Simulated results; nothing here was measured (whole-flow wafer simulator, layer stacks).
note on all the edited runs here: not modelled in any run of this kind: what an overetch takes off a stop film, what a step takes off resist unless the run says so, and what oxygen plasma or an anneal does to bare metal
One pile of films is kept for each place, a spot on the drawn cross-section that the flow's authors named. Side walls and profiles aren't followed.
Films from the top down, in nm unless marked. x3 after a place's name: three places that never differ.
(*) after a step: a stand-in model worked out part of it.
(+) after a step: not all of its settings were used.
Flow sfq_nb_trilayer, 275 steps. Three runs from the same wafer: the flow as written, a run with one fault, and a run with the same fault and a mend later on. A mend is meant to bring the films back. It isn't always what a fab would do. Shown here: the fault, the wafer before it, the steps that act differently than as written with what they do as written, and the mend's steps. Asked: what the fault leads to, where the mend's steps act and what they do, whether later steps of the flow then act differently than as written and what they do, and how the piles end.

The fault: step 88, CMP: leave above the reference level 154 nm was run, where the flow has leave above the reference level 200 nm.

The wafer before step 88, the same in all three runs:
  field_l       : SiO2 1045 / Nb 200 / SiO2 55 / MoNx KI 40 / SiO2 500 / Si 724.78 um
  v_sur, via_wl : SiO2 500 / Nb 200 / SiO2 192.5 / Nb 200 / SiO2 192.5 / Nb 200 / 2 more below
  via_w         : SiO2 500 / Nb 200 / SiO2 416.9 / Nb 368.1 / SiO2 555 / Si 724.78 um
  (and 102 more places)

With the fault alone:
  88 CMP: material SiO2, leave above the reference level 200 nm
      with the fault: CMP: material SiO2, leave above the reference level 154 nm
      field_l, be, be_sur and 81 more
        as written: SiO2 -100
        with the fault: SiO2 -146
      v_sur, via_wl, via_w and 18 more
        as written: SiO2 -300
        with the fault: SiO2 -346
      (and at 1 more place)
  Later steps of the flow that act differently than as written (4 more steps differ only slightly, by at most 2% or 0.5 nm, whichever is larger, and aren't shown):
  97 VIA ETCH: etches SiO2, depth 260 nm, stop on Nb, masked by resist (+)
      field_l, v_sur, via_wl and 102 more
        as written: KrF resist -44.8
        with the fault: KrF resist -39.8
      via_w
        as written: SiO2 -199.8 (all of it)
        with the fault: SiO2 -153.8 (all of it)
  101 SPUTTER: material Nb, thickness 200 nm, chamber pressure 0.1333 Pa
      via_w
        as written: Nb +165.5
        with the fault: Nb +175.6
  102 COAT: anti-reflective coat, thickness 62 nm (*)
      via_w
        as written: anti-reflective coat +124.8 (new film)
        with the fault: anti-reflective coat +113.3 (new film)
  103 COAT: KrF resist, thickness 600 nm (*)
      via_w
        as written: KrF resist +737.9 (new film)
        with the fault: KrF resist +700.3 (new film)
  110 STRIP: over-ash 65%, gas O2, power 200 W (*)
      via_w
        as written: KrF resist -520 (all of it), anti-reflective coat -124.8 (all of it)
        with the fault: KrF resist -482.4 (all of it), anti-reflective coat -113.3 (all of it)
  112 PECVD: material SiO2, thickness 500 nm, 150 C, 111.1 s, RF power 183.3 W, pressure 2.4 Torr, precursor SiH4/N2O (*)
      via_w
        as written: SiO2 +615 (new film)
        with the fault: SiO2 +534.4 (new film)
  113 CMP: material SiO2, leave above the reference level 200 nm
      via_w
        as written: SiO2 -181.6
        with the fault: SiO2 -157.1
  At the end the piles differ from the flow's by more than 2% or 0.5 nm, whichever is larger, at v_sur, via_wl, via_w and 78 more.
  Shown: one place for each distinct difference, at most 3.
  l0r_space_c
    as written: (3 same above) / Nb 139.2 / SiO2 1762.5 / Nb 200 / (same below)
    with the fault: (3 same above) / Nb 139.2 / SiO2 1716.5 / Nb 200 / (same below)
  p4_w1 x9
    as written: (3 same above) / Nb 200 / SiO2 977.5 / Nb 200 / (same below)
    with the fault: (3 same above) / Nb 200 / SiO2 931.5 / Nb 200 / (same below)
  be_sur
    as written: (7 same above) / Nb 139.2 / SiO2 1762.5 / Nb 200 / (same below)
    with the fault: (7 same above) / Nb 139.2 / SiO2 1716.5 / Nb 200 / (same below)

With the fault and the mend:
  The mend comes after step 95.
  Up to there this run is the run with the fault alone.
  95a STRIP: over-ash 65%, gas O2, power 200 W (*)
      field_l, v_sur, via_wl and 102 more
        KrF resist -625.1 (all of it), anti-reflective coat -62 (all of it)
      via_w
        anti-reflective coat -62 (all of it)
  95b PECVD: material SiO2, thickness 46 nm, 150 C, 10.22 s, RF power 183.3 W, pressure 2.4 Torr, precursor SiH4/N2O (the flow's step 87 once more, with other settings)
      field_l, v_sur, via_wl and 103 more
        SiO2 +46
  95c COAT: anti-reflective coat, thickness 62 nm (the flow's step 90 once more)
      field_l, v_sur, via_wl and 103 more
        anti-reflective coat +62 (new film)
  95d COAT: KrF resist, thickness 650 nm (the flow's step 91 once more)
      field_l, v_sur, via_wl and 103 more
        KrF resist +650 (new film)
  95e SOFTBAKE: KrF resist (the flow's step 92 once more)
      changes no film at any place that is followed
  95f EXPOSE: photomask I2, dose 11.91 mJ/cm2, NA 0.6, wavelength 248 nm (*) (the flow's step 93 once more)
      changes no film at any place that is followed
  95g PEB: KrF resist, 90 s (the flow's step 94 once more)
      field_l, v_sur, via_wl and 103 more
        KrF resist -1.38
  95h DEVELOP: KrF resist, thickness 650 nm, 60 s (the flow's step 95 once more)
      field_l, v_sur, via_wl and 102 more
        KrF resist -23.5
      via_w
        KrF resist -648.6 (all of it)
  No later step of the flow acts differently than as written at any place that is followed.
  At the end the piles are the same as the flow's at every place that both follow.
